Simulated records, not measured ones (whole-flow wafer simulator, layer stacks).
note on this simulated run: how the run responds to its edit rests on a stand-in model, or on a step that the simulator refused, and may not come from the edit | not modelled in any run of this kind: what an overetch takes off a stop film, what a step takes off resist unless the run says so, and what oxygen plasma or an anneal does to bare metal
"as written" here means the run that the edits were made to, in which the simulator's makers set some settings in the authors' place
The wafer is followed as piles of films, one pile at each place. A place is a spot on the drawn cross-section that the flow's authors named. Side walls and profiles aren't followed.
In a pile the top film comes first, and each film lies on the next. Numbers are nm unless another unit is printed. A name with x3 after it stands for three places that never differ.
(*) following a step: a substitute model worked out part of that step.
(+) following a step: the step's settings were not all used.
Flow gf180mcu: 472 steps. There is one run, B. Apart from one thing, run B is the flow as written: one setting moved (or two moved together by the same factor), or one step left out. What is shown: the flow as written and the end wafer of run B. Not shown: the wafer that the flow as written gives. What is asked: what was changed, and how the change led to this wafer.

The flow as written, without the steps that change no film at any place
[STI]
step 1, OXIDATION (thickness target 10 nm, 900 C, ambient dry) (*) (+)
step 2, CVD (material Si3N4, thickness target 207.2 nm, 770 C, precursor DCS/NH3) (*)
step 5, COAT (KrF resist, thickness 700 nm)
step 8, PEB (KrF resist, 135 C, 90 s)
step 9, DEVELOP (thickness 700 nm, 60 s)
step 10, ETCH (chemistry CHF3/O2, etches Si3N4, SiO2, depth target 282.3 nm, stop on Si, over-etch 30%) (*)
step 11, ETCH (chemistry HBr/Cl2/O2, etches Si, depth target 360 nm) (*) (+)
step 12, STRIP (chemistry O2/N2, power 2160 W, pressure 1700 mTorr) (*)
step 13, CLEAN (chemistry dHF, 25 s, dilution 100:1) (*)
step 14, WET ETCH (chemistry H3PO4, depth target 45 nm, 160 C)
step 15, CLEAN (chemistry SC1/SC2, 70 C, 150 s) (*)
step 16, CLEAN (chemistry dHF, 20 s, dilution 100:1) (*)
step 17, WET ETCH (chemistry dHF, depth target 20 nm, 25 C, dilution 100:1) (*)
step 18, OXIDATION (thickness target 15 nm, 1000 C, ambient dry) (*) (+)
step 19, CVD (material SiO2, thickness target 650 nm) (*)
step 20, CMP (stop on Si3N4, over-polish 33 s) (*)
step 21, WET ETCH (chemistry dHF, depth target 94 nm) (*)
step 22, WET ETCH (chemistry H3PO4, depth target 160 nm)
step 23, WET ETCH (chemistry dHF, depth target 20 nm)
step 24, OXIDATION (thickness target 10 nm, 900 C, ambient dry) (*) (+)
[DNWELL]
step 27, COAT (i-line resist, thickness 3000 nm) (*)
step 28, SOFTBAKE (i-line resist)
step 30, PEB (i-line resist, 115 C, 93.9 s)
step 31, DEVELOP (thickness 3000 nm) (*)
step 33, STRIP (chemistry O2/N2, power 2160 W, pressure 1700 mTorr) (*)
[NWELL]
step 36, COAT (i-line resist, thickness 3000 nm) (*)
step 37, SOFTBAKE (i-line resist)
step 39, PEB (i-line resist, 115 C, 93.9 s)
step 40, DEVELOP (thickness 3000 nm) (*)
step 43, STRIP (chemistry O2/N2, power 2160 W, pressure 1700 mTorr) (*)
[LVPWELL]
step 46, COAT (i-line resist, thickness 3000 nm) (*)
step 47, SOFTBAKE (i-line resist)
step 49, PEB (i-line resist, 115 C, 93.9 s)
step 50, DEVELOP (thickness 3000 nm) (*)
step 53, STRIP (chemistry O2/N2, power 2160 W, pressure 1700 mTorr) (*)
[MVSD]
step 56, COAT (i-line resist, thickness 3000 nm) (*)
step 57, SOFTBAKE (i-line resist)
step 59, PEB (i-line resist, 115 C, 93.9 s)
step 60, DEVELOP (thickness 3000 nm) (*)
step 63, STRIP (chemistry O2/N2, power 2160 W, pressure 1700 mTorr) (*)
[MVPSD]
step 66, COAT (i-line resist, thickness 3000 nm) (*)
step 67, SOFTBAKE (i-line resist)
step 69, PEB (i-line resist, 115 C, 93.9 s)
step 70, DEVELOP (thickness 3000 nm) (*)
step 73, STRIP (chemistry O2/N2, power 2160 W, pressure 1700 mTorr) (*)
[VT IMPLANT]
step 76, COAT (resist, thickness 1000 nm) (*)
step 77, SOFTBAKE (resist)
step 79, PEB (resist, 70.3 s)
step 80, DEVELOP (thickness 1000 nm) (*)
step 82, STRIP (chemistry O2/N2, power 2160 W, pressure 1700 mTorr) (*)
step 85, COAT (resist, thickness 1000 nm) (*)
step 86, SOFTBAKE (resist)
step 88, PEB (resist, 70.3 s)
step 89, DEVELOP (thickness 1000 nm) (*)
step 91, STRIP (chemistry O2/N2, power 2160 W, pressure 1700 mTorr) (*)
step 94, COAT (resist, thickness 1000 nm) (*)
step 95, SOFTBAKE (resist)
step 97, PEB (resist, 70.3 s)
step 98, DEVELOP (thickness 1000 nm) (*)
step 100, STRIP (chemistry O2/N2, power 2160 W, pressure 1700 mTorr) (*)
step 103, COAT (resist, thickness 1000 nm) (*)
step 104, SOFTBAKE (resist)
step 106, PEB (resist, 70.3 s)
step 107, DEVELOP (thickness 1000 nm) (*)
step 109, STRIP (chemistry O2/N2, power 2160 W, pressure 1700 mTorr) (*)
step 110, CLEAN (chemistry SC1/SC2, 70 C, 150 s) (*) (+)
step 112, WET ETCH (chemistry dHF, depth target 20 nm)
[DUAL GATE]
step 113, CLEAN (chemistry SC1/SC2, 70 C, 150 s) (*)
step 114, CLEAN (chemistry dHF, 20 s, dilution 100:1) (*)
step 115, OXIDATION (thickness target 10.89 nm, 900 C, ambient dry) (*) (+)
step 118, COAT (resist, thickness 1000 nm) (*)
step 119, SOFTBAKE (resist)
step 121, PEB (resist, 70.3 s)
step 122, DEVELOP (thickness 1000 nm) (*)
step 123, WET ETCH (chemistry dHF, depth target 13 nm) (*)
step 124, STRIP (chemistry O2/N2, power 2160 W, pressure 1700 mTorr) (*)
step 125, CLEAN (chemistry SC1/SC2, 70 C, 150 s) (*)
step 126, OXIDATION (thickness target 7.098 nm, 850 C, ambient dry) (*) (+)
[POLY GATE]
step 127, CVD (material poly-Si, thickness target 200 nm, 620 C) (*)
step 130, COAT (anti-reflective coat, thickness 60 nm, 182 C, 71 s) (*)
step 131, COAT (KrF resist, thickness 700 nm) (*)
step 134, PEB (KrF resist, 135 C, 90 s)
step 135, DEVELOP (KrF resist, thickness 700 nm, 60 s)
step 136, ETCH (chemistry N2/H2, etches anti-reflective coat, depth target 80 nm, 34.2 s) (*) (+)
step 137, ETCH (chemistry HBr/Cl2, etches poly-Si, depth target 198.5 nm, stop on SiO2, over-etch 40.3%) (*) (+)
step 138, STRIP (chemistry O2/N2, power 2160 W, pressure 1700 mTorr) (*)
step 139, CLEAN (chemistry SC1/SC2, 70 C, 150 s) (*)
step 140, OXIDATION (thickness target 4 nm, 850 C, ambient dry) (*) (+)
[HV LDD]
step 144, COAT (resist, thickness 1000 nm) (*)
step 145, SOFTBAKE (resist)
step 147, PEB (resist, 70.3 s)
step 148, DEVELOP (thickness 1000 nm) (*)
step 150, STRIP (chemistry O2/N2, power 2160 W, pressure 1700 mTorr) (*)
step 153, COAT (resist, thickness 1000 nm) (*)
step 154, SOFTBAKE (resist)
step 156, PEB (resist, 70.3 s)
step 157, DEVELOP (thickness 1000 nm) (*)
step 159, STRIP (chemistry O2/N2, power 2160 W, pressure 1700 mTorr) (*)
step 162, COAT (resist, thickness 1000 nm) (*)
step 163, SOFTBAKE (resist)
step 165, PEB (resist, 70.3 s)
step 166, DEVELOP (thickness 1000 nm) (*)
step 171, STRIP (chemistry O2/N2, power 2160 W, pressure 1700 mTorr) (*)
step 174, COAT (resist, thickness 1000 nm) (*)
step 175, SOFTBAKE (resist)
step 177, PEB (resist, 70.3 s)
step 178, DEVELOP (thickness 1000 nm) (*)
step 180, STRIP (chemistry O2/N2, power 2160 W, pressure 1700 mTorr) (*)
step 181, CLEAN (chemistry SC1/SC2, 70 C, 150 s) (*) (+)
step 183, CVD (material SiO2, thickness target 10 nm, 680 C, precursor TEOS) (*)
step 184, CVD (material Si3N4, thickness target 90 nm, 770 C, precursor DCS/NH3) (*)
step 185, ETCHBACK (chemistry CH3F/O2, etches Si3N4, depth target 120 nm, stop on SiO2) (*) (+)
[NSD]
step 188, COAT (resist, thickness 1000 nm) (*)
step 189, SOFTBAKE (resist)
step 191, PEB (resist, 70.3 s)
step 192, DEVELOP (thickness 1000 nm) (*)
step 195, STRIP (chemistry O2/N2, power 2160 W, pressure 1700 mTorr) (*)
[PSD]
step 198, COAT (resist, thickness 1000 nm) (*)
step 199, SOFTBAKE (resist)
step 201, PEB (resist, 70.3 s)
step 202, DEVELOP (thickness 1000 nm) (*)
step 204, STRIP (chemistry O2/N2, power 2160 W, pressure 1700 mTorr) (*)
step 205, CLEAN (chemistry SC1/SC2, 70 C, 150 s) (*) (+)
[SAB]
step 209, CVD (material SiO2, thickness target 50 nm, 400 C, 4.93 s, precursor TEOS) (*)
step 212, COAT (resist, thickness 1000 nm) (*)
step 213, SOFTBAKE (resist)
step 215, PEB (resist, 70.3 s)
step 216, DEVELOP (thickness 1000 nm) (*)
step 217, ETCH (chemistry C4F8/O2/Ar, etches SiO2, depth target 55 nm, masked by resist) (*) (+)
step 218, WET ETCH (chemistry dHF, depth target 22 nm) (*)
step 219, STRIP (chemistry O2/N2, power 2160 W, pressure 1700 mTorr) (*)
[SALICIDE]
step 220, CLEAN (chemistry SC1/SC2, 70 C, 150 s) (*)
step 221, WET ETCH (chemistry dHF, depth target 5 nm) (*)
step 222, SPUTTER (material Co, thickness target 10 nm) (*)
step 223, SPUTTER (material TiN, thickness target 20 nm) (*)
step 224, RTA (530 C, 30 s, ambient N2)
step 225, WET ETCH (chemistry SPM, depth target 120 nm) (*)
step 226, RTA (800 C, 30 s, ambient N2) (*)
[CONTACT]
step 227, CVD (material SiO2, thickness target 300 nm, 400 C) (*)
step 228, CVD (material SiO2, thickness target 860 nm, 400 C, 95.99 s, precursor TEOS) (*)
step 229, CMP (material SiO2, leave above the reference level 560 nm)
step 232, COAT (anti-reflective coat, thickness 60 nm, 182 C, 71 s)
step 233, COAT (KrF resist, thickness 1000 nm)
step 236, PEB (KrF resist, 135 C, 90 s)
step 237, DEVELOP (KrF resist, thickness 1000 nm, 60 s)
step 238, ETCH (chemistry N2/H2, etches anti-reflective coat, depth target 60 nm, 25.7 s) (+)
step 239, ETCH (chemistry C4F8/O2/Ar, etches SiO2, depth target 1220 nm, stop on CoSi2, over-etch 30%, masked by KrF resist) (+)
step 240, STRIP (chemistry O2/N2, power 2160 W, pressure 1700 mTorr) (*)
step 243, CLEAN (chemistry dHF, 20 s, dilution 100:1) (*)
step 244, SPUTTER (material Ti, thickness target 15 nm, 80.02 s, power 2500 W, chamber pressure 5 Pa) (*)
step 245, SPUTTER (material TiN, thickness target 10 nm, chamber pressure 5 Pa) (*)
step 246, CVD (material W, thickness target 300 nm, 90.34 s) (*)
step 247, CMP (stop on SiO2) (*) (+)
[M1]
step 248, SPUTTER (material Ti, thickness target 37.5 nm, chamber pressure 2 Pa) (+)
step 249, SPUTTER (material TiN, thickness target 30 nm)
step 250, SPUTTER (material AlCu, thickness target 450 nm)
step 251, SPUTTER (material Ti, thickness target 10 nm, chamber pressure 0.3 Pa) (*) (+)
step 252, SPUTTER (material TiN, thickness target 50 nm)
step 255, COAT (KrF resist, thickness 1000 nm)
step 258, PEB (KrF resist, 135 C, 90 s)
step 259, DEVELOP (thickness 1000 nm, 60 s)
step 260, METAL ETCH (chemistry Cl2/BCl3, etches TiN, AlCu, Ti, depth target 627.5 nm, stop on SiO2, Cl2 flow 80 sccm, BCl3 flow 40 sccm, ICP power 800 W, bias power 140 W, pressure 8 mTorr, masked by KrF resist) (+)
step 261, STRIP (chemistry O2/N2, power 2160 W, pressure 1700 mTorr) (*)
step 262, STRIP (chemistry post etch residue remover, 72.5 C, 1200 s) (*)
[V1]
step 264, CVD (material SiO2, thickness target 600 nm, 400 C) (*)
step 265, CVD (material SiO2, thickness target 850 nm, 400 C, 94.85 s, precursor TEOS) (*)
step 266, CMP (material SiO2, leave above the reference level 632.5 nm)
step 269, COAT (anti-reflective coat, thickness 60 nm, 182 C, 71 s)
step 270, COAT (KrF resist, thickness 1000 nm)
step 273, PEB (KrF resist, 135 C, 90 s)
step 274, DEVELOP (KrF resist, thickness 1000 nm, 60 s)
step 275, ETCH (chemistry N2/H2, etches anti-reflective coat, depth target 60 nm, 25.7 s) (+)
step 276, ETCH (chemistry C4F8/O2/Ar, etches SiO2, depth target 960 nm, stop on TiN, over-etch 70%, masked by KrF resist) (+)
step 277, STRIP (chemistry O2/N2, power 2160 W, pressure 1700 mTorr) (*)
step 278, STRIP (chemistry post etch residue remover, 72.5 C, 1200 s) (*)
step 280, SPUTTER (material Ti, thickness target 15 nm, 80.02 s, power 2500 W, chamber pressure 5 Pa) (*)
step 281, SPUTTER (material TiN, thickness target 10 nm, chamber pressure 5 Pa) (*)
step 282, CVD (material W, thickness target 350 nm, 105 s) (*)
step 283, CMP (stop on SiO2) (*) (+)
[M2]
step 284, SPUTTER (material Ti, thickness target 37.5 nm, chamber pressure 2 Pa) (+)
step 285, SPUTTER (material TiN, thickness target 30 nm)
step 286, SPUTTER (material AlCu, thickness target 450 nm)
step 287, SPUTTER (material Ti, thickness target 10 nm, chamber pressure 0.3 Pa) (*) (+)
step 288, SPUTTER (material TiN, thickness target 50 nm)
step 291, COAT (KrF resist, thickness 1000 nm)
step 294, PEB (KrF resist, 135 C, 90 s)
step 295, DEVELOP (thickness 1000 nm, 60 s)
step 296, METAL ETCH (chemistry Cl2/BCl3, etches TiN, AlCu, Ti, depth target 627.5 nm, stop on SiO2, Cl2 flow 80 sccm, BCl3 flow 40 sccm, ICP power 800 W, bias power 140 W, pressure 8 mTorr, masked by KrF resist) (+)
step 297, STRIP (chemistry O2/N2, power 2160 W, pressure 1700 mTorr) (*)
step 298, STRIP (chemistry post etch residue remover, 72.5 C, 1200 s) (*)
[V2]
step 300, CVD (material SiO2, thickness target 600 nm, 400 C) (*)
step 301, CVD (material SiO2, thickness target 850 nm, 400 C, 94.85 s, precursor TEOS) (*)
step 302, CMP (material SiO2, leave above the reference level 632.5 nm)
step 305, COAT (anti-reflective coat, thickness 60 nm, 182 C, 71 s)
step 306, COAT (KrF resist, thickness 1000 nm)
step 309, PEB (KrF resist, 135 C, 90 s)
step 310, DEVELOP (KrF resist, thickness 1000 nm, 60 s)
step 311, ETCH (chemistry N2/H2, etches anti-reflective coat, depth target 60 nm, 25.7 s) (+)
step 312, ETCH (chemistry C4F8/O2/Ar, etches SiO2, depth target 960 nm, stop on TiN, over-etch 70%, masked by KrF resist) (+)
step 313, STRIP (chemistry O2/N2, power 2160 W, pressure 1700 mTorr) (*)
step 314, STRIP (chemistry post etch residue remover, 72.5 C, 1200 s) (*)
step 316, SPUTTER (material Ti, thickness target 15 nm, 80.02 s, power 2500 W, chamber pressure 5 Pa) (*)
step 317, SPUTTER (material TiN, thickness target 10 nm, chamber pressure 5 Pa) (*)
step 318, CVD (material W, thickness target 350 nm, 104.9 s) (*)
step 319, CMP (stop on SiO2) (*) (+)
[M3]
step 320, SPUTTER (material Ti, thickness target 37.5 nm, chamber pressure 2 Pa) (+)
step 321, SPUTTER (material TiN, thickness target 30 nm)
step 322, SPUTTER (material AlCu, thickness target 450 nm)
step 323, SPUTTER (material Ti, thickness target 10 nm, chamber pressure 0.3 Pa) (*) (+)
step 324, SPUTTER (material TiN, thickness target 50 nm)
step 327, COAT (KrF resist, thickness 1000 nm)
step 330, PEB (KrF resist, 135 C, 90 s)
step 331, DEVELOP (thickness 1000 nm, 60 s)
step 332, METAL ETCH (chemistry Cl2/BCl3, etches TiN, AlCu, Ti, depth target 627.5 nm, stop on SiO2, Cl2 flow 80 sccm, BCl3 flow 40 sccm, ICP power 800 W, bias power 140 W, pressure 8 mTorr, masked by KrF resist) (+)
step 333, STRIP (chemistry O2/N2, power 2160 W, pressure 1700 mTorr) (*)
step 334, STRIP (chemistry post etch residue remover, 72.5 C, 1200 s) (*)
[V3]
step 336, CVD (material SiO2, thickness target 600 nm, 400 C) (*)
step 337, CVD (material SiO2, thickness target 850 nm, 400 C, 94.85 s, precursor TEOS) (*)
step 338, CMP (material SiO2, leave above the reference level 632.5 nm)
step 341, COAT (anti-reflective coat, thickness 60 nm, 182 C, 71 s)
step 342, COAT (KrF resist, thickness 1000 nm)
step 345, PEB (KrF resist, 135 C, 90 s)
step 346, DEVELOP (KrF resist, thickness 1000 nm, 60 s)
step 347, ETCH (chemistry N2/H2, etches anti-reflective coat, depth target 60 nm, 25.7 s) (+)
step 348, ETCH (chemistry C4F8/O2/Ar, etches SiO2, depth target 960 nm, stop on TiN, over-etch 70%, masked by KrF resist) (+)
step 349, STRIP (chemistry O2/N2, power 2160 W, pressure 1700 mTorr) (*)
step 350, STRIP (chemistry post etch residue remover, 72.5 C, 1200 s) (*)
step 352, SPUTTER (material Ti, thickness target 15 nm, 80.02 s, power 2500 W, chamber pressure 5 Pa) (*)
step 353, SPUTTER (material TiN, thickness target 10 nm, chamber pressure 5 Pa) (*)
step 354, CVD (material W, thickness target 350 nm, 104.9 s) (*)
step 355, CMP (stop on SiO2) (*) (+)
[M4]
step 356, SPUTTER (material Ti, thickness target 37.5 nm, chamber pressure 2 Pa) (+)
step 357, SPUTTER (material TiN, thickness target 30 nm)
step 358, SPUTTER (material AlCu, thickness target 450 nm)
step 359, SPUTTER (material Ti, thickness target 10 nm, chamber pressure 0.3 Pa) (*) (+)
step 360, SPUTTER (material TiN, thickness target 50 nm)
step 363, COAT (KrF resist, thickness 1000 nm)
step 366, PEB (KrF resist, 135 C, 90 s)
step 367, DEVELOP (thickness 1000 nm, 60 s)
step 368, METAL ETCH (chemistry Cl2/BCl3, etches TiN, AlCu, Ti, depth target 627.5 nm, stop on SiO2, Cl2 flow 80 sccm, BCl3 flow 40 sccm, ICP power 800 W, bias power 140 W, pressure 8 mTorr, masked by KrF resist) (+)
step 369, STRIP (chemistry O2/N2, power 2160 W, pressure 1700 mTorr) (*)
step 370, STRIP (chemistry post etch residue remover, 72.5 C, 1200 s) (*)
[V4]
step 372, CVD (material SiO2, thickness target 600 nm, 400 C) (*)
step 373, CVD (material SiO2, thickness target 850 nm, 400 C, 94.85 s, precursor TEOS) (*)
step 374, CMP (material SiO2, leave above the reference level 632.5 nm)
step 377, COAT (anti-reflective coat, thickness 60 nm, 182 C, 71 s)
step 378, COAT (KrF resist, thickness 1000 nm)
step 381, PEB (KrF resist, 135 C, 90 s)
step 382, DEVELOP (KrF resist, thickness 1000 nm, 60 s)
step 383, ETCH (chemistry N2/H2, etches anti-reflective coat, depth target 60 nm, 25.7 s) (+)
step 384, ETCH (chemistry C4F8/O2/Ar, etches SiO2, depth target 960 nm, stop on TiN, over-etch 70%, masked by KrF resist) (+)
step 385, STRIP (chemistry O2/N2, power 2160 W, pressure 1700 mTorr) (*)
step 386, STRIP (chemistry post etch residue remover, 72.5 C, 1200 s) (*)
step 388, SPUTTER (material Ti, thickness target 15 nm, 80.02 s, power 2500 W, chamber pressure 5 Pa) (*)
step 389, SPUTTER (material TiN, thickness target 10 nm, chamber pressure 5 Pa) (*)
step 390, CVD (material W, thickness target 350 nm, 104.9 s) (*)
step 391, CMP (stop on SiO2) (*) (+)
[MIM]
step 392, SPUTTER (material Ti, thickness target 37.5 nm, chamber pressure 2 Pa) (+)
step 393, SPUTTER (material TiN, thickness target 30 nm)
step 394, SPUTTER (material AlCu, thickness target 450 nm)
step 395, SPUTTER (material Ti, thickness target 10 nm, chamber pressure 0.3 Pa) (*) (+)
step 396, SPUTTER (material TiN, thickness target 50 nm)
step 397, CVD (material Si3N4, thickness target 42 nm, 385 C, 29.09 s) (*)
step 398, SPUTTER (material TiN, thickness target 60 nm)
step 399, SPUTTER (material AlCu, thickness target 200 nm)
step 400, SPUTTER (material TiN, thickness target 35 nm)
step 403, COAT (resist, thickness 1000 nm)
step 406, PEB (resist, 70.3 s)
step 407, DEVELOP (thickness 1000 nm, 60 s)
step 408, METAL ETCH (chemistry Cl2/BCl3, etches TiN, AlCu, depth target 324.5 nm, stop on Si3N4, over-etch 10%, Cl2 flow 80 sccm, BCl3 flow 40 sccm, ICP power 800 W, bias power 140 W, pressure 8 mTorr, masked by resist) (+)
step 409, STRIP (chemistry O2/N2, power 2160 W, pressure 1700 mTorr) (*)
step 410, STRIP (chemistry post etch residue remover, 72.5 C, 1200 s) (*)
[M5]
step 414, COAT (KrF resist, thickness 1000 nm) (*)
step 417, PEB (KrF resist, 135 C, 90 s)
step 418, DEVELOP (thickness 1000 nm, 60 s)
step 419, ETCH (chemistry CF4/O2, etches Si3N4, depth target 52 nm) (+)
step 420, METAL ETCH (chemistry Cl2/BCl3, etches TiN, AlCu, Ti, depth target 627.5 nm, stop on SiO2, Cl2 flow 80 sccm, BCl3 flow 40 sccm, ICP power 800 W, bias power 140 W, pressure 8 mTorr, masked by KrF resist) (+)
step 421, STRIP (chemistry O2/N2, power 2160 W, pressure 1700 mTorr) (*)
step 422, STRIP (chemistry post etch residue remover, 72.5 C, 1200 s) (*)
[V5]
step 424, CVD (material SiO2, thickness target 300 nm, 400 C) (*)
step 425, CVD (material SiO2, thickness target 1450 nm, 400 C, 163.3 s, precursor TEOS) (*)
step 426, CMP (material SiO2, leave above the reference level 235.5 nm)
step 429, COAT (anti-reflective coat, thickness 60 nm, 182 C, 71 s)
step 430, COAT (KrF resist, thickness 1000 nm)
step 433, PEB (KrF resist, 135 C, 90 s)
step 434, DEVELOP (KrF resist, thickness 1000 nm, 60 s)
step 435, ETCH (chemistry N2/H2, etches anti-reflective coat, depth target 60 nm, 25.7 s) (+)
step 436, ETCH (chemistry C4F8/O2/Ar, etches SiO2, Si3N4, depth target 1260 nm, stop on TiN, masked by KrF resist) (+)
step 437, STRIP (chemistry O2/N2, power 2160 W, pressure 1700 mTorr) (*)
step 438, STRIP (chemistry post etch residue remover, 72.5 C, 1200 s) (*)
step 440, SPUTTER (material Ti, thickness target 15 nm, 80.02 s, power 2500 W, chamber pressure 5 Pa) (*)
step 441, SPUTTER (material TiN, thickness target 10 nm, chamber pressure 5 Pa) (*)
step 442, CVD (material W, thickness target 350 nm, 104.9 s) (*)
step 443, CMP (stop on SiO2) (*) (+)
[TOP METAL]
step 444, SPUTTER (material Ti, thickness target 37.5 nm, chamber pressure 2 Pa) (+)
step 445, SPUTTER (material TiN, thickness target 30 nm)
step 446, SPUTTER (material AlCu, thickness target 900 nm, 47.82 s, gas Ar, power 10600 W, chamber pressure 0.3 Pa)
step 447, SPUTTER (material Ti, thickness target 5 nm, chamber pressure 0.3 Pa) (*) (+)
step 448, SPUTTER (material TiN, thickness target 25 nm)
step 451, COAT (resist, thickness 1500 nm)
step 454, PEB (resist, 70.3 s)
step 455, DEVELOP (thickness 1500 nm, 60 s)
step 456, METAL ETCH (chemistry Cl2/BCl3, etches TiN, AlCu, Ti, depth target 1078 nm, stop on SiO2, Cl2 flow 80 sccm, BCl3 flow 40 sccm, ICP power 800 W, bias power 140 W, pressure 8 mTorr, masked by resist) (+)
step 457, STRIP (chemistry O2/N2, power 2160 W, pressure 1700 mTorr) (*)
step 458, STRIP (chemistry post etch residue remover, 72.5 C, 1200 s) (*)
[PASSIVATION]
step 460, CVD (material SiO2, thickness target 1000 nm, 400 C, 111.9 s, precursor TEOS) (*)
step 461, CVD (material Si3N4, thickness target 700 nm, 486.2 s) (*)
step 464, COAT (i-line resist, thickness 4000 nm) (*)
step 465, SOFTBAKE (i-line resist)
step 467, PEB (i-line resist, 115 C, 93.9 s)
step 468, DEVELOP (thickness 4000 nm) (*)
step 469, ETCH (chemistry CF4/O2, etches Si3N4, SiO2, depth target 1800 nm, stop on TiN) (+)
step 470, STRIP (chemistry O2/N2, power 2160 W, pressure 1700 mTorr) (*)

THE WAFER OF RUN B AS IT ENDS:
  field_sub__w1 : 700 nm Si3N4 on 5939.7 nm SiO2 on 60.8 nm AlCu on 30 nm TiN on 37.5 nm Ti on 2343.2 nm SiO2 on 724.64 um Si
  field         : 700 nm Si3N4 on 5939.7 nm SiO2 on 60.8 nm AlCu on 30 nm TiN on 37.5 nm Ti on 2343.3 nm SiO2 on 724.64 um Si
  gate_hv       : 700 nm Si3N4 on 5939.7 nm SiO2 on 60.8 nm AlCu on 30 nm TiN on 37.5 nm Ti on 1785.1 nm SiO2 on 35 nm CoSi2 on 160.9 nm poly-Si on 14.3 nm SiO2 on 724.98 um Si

Cause: step 286, SPUTTER: thickness target 634 nm was run, while the flow as written has thickness target 450 nm.

The path from the change to this, step by step:
  step 286, SPUTTER (material AlCu, thickness target 450 nm)
      field, field__w1, field__w2 and 108 more: AlCu gains 634 (new film) (it would be, as written: AlCu gains 450 (new film))
  step 296, METAL ETCH (chemistry Cl2/BCl3, etches TiN, AlCu, Ti, depth target 627.5 nm, stop on SiO2, Cl2 flow 80 sccm, BCl3 flow 40 sccm, ICP power 800 W, bias power 140 W, pressure 8 mTorr, masked by KrF resist) (+)
      field, field__w1, field__w2 and 103 more: TiN loses 50 (all of it), Ti loses 10 (all of it), AlCu loses 567.5 (it would be, as written: TiN loses 50 (all of it), Ti loses 10 (all of it), AlCu loses 450 (all of it), TiN loses 30 (all of it), Ti loses 37.5 (all of it))
  step 298, STRIP (chemistry post etch residue remover, 72.5 C, 1200 s) (*)
      field, field__w1, field__w2 and 103 more: AlCu loses 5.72 (it would be, as written: nothing)
  step 300, CVD (material SiO2, thickness target 600 nm, 400 C) (*)
      field, field__w1, field__w2 and 103 more: SiO2 gains 600 (new film) (it would be, as written: SiO2 gains 600)
  step 302, CMP (material SiO2, leave above the reference level 632.5 nm)
      field, field__w1, field__w2 and 103 more: SiO2 loses 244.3 (it would be, as written: SiO2 loses 300)
With metal films that touch counted as one body, field_sub__w1 has 1 body; the flow as written gives 0 bodies.
With metal films that touch counted as one body, field has 1 body; the flow as written gives 0 bodies.
With metal films that touch counted as one body, gate_hv has 2 bodies (between them, from the top down: SiO2 1785.1); the flow as written gives 1 body.
